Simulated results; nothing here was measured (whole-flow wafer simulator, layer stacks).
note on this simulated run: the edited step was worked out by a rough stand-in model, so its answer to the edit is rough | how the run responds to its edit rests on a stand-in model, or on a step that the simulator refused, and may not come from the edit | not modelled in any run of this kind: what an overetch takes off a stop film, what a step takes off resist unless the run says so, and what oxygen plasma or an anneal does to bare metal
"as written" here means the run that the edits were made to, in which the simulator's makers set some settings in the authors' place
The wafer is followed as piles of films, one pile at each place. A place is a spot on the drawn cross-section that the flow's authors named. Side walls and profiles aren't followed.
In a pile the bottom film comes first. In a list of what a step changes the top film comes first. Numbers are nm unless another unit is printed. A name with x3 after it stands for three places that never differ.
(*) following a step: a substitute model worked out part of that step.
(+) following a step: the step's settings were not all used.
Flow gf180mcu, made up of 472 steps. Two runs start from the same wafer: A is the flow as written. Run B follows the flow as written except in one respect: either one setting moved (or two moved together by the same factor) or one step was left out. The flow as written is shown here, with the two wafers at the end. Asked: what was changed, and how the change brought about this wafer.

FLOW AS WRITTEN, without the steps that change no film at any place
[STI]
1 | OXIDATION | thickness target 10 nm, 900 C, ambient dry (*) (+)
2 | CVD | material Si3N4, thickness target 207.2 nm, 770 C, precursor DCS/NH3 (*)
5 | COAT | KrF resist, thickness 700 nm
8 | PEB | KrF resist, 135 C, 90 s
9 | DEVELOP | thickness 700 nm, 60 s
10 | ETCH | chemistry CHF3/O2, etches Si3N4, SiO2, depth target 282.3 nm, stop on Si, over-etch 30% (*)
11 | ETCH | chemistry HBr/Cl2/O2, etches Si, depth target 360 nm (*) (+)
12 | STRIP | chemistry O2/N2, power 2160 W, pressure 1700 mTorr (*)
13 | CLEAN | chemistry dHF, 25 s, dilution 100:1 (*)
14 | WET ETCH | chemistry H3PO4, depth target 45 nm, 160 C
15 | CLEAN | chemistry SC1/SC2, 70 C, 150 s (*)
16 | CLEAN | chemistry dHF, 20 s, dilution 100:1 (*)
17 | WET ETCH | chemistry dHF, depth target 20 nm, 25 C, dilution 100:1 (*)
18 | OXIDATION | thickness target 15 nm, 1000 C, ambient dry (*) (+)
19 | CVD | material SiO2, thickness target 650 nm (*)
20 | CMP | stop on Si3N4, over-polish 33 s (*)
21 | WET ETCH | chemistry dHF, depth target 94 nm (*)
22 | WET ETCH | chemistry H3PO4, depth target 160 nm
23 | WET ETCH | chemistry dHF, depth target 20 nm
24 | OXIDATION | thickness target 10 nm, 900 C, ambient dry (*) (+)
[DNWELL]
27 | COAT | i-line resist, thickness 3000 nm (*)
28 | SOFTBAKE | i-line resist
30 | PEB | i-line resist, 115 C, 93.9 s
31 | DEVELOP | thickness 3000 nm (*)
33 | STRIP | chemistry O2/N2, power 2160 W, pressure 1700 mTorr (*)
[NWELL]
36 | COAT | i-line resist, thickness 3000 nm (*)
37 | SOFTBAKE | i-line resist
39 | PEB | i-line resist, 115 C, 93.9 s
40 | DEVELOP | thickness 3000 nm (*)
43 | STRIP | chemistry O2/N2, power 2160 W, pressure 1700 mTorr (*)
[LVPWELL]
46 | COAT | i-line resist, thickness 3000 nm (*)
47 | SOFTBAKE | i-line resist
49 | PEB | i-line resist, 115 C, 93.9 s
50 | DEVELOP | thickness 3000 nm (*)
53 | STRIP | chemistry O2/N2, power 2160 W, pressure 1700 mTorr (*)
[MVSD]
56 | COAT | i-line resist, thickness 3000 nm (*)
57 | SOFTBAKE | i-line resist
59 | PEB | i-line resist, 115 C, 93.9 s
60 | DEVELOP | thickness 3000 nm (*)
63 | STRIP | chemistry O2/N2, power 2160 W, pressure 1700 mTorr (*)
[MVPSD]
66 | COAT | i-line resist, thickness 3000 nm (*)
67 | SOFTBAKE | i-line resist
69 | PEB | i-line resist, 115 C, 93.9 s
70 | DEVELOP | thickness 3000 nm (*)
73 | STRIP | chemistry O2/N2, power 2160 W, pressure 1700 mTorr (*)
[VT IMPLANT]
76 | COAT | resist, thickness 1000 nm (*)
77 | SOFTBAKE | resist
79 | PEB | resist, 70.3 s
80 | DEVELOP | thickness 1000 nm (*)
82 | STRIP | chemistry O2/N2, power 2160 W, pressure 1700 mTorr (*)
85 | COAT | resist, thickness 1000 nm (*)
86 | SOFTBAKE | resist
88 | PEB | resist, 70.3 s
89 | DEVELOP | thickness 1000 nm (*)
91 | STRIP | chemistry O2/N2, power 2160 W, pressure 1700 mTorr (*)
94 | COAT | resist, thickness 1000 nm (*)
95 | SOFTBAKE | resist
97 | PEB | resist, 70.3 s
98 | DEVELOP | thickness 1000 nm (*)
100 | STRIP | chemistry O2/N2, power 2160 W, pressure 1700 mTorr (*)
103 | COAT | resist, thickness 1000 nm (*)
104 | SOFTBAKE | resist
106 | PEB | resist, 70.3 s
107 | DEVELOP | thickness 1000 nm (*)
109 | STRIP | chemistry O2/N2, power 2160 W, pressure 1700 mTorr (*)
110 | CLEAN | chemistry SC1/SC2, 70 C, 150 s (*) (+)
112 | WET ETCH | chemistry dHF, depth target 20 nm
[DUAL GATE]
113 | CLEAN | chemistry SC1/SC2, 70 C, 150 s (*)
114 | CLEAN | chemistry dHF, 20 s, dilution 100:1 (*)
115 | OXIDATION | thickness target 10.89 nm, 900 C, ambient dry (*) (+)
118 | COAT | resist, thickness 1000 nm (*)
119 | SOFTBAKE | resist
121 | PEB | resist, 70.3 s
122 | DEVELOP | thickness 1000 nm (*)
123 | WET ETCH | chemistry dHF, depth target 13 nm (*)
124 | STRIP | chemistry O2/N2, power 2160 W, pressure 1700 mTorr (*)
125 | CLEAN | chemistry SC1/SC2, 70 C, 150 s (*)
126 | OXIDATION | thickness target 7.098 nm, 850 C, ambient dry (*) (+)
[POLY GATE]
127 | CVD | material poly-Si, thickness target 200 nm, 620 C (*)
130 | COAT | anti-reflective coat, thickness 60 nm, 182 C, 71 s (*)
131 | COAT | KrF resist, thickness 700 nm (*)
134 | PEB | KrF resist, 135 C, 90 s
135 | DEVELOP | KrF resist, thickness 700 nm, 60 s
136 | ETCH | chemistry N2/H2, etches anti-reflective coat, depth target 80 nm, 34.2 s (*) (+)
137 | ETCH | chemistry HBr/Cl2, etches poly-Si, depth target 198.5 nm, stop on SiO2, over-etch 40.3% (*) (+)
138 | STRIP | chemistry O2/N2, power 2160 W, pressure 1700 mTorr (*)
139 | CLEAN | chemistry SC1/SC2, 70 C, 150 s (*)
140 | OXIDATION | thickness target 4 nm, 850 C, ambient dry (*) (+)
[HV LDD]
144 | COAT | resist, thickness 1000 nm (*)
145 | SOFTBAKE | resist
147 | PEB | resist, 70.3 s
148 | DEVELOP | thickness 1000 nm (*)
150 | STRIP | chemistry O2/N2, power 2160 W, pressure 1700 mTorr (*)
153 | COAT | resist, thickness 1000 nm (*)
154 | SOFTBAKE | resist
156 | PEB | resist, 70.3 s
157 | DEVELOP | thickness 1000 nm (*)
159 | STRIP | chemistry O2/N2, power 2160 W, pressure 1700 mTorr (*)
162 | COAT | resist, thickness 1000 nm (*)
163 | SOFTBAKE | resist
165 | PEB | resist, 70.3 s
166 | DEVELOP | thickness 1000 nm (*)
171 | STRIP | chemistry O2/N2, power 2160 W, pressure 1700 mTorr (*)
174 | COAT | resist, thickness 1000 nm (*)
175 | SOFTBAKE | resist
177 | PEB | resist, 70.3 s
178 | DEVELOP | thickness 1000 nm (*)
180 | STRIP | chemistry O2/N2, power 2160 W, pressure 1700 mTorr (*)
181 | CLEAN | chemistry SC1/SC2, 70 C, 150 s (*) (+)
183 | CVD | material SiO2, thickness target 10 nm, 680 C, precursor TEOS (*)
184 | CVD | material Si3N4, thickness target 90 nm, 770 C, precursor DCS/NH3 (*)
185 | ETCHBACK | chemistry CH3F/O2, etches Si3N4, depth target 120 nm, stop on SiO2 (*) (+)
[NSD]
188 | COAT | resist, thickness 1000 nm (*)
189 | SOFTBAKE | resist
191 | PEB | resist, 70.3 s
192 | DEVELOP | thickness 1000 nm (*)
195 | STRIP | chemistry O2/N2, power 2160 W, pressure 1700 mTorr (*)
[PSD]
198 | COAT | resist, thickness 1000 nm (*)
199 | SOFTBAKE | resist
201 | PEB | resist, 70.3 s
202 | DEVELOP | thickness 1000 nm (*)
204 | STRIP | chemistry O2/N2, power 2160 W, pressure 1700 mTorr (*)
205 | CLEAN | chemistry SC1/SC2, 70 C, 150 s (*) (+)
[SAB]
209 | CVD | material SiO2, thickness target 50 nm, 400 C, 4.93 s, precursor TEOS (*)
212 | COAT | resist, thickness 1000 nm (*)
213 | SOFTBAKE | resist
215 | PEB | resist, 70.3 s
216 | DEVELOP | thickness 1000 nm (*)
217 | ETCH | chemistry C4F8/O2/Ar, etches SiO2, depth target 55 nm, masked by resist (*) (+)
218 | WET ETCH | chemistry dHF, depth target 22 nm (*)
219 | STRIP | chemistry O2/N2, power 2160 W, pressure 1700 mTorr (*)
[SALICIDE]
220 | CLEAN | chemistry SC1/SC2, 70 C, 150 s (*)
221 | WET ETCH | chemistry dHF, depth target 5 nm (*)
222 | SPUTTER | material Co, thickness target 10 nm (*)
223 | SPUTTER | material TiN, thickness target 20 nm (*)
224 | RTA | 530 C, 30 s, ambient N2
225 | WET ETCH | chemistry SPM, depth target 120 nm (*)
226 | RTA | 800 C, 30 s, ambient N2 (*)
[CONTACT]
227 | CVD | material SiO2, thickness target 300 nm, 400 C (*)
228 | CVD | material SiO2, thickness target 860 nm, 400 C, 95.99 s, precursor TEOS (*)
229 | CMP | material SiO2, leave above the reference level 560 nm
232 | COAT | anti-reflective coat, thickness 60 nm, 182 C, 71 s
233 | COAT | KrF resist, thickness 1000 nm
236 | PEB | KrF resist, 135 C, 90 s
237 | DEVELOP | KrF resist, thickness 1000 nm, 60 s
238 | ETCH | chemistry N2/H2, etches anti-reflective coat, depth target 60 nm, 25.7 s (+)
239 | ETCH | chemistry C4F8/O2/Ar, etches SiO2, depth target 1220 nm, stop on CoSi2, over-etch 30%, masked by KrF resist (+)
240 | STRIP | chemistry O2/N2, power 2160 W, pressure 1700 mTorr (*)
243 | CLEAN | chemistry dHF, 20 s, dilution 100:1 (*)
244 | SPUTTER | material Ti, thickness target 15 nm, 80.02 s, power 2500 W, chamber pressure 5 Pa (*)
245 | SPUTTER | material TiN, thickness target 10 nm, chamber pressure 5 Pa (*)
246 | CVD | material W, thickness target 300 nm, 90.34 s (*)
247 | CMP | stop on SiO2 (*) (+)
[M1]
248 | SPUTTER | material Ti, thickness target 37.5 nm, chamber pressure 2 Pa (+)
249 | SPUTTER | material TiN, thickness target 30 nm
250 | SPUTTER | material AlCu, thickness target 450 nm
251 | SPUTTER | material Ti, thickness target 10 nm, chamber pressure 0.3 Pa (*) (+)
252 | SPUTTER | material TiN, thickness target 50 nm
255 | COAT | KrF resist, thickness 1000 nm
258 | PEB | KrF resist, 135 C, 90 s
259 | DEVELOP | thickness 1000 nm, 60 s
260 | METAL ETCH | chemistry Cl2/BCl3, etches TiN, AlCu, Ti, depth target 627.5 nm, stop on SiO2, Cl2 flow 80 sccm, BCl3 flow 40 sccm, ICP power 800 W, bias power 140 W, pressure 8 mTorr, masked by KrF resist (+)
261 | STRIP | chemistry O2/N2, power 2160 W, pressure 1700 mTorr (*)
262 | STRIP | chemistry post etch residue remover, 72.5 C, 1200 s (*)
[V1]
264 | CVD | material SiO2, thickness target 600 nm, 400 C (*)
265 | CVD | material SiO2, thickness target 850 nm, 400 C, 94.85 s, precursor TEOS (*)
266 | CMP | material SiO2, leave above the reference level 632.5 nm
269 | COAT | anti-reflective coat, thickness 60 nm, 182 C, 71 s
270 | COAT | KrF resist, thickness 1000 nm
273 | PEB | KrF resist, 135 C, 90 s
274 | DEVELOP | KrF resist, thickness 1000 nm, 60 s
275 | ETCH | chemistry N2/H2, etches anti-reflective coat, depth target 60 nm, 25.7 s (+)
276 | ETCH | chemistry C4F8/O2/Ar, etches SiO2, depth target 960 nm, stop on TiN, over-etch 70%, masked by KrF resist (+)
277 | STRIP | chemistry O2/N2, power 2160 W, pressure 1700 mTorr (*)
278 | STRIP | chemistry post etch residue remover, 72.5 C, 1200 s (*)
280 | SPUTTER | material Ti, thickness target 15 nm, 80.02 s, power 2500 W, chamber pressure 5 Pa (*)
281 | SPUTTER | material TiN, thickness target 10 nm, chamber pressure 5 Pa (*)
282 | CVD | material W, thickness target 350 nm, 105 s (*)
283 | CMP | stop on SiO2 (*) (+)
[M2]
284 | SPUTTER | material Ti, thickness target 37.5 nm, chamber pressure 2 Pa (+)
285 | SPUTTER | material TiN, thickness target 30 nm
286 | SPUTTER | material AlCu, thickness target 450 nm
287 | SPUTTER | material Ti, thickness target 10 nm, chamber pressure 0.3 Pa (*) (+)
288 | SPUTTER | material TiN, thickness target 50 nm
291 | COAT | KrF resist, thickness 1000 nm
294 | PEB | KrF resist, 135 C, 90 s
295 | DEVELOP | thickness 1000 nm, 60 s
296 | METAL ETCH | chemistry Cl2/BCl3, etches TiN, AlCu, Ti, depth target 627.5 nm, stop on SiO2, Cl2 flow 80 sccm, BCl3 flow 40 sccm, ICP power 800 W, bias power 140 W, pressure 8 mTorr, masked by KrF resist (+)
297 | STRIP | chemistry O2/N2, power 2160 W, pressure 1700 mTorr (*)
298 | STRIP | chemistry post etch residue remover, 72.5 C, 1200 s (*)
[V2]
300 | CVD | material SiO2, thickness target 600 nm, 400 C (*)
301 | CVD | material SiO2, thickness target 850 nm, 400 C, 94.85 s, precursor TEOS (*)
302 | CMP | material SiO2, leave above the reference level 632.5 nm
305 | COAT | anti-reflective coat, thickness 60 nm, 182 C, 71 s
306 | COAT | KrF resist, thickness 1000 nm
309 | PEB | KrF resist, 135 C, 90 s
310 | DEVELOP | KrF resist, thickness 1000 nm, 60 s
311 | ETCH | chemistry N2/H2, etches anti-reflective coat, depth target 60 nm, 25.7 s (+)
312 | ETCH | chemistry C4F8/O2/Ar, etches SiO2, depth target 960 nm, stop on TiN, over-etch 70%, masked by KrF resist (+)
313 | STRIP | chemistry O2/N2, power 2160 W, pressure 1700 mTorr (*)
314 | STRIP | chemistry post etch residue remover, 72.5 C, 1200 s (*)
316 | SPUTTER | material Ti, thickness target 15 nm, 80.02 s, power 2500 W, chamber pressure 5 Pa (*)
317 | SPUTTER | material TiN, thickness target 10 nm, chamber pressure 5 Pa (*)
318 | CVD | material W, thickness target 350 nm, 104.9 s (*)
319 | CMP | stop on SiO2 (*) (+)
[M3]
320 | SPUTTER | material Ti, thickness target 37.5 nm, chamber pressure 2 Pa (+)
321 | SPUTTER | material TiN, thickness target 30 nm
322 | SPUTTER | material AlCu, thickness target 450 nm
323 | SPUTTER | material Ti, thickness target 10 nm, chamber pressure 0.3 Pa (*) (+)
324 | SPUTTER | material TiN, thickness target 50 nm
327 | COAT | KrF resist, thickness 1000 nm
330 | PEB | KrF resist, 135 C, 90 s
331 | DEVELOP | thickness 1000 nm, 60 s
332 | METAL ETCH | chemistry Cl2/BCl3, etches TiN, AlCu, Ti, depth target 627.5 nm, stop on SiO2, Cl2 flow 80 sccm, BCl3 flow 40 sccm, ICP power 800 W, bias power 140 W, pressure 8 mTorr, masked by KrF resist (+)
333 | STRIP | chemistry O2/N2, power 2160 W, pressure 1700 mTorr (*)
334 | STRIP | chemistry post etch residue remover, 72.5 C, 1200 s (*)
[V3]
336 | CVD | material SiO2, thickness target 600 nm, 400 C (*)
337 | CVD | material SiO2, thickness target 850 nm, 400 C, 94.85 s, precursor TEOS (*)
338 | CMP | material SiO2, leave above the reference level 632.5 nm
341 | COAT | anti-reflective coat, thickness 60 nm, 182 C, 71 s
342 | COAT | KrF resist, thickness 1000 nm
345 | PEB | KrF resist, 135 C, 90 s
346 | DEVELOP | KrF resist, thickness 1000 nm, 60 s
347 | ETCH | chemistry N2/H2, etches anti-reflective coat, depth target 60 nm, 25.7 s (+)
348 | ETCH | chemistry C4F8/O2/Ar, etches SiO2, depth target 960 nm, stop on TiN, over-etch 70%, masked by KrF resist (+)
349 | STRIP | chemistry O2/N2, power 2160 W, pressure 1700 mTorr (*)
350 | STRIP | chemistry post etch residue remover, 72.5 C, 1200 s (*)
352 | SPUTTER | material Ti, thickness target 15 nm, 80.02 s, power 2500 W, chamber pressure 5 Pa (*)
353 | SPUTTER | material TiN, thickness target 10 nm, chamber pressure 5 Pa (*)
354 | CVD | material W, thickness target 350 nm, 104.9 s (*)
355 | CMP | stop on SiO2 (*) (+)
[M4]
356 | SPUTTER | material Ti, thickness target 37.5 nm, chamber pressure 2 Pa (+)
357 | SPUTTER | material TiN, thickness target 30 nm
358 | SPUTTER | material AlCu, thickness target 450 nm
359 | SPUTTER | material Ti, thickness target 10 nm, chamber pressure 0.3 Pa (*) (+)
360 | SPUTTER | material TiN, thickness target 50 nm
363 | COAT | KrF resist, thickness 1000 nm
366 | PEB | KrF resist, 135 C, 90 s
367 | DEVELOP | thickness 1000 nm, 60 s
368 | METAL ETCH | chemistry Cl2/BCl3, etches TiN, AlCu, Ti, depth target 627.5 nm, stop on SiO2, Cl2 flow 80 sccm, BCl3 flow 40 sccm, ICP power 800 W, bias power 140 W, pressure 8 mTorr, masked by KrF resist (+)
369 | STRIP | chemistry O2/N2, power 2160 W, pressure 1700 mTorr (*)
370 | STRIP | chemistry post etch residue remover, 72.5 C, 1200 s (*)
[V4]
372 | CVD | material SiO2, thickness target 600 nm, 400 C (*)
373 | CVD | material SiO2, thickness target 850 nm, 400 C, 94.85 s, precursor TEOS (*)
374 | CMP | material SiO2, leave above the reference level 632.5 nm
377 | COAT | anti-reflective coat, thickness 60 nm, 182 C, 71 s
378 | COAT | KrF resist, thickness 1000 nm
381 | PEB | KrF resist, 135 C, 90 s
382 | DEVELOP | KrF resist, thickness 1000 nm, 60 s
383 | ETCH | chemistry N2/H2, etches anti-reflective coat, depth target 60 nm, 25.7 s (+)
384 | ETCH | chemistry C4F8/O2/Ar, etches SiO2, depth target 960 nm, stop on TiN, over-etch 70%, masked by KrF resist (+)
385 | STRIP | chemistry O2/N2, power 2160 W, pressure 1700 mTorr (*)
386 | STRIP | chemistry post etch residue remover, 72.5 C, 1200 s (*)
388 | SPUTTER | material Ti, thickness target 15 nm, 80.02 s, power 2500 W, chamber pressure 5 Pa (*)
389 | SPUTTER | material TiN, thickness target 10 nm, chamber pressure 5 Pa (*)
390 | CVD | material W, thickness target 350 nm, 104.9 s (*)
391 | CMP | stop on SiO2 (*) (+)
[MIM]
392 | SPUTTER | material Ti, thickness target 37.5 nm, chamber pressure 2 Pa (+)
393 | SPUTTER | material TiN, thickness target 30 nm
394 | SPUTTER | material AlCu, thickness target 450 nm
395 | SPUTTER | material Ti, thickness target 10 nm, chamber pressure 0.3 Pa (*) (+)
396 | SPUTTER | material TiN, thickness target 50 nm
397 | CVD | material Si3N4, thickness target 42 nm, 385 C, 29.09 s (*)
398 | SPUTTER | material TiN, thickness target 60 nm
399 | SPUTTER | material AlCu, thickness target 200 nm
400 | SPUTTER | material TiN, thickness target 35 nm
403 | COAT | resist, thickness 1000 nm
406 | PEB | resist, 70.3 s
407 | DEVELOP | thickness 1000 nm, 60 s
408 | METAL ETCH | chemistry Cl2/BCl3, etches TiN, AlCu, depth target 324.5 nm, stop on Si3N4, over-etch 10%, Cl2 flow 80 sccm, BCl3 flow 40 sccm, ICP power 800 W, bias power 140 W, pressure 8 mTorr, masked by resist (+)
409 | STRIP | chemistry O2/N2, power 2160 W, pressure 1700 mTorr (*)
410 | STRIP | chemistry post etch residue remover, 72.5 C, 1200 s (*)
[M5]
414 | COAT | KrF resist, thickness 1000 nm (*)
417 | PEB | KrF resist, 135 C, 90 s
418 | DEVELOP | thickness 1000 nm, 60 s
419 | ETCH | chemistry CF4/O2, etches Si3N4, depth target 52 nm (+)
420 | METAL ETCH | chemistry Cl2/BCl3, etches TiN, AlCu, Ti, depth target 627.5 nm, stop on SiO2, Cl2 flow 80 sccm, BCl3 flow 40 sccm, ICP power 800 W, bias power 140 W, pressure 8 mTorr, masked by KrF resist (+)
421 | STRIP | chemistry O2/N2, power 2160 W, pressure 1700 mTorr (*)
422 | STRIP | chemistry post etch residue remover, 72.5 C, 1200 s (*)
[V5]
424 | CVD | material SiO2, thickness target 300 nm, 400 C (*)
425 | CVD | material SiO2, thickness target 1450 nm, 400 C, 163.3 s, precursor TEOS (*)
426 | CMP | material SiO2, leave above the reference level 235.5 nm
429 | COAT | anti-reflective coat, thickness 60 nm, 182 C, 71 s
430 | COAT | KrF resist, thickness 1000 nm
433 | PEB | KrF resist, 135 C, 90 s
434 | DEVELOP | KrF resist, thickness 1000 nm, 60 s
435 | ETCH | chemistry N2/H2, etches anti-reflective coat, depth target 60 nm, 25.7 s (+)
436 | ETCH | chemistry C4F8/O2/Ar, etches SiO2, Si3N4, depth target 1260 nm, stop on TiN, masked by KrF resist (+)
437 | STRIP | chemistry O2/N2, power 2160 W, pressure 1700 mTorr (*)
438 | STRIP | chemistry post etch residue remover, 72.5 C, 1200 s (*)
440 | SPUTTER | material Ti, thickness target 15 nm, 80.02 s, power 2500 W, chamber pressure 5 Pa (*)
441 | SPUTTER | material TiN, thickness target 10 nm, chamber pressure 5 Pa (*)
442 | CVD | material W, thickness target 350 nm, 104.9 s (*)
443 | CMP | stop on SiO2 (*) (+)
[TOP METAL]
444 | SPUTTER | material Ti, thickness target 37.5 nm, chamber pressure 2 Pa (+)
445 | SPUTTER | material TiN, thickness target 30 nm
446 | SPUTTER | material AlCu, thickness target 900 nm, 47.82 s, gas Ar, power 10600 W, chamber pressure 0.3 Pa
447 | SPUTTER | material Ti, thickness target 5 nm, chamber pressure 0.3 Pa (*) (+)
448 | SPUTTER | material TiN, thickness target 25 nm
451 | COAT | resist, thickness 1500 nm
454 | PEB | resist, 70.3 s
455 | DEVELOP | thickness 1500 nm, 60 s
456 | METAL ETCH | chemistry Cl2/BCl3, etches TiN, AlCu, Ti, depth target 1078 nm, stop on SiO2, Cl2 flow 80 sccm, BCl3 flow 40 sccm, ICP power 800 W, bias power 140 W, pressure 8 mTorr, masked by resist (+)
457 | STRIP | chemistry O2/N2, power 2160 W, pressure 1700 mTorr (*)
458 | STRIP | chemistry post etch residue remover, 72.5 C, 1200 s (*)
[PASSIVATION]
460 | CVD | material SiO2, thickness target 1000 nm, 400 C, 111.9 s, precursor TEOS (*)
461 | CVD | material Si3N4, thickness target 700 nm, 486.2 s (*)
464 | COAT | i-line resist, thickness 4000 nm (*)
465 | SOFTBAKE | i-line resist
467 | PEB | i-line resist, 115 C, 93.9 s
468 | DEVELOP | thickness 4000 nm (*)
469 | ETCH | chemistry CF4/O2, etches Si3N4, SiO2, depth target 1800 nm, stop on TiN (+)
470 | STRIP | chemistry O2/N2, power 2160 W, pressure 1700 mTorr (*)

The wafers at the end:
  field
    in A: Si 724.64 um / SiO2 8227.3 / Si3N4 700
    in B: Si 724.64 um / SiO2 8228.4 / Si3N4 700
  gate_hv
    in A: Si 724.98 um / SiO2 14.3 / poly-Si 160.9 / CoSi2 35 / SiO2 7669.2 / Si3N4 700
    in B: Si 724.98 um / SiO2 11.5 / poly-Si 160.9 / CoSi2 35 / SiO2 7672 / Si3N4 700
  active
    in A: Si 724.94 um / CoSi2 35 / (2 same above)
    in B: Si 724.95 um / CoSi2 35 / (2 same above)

What caused this: step 126, OXIDATION: thickness target 3.726 nm was run, while the flow as written has thickness target 7.098 nm.

The path from the change to this, step by step:
  126 | OXIDATION | thickness target 7.098 nm, 850 C, ambient dry (*) (+)
      gate_hv, active_hv, active_nat and 25 more: A SiO2 gains 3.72, Si loses 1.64 | B SiO2 gains 0.94, Si loses 0.41
      active, n_well, p_well and 12 more: A SiO2 gains 7.1 (new film), chemical SiO2 loses 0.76 (all of it), Si loses 2.79 | B SiO2 gains 3.73 (new film), chemical SiO2 loses 0.76 (all of it), Si loses 1.31
  130 | COAT | anti-reflective coat, thickness 60 nm, 182 C, 71 s (*)
      p_well, spacer, sd_n: A anti-reflective coat gains 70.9 (new film) | B anti-reflective coat gains 72.5 (new film)
  136 | ETCH | chemistry N2/H2, etches anti-reflective coat, depth target 80 nm, 34.2 s (*) (+)
      p_well, spacer, sd_n: A anti-reflective coat loses 70.9 (all of it), poly-Si loses 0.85 | B anti-reflective coat loses 72.5 (all of it), poly-Si loses 0.81
  145 | SOFTBAKE | resist
      active_nat: A resist gains 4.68 | B resist gains 8.91
  154 | SOFTBAKE | resist
      active_nat: A resist gains 4.68 | B resist gains 8.91
  163 | SOFTBAKE | resist
      active_nat: A resist gains 4.68 | B resist gains 8.91
  175 | SOFTBAKE | resist
      active_nat: A resist gains 4.68 | B resist gains 8.91
  189 | SOFTBAKE | resist
      field__w9: A resist gains 6.92 | B resist loses 3.06
      active_hv: A resist gains 2.68 | B resist loses 0.5
      (also at 1 further place)
  199 | SOFTBAKE | resist
      field__w9: A resist gains 6.92 | B resist loses 3.06
      active_hv: A resist gains 2.68 | B resist loses 0.5
      (also at 1 further place)
  218 | WET ETCH | chemistry dHF, depth target 22 nm (*)
      active, p_well, sd_n, iso_ptap_pw, iso_ntap_nw, iso_ptap_sub, vpnp_e: A SiO2 loses 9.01 (all of it) | B SiO2 loses 6.02 (all of it)
      ldn_tap, ldn_src, ldn_drn, ldp_tap, ldp_src, ldp_drn, ldp_gr: A SiO2 loses 16 (all of it) | B SiO2 loses 13.3 (all of it)
      (also at 9 further places)
  223 | SPUTTER | material TiN, thickness target 20 nm (*)
      field__w12: A TiN gains 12 (new film) | B TiN gains 12.6 (new film)
  225 | WET ETCH | chemistry SPM, depth target 120 nm (*)
      field__w12: A TiN loses 12 (all of it), Co loses 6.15 (all of it) | B TiN loses 12.6 (all of it), Co loses 6.14 (all of it)
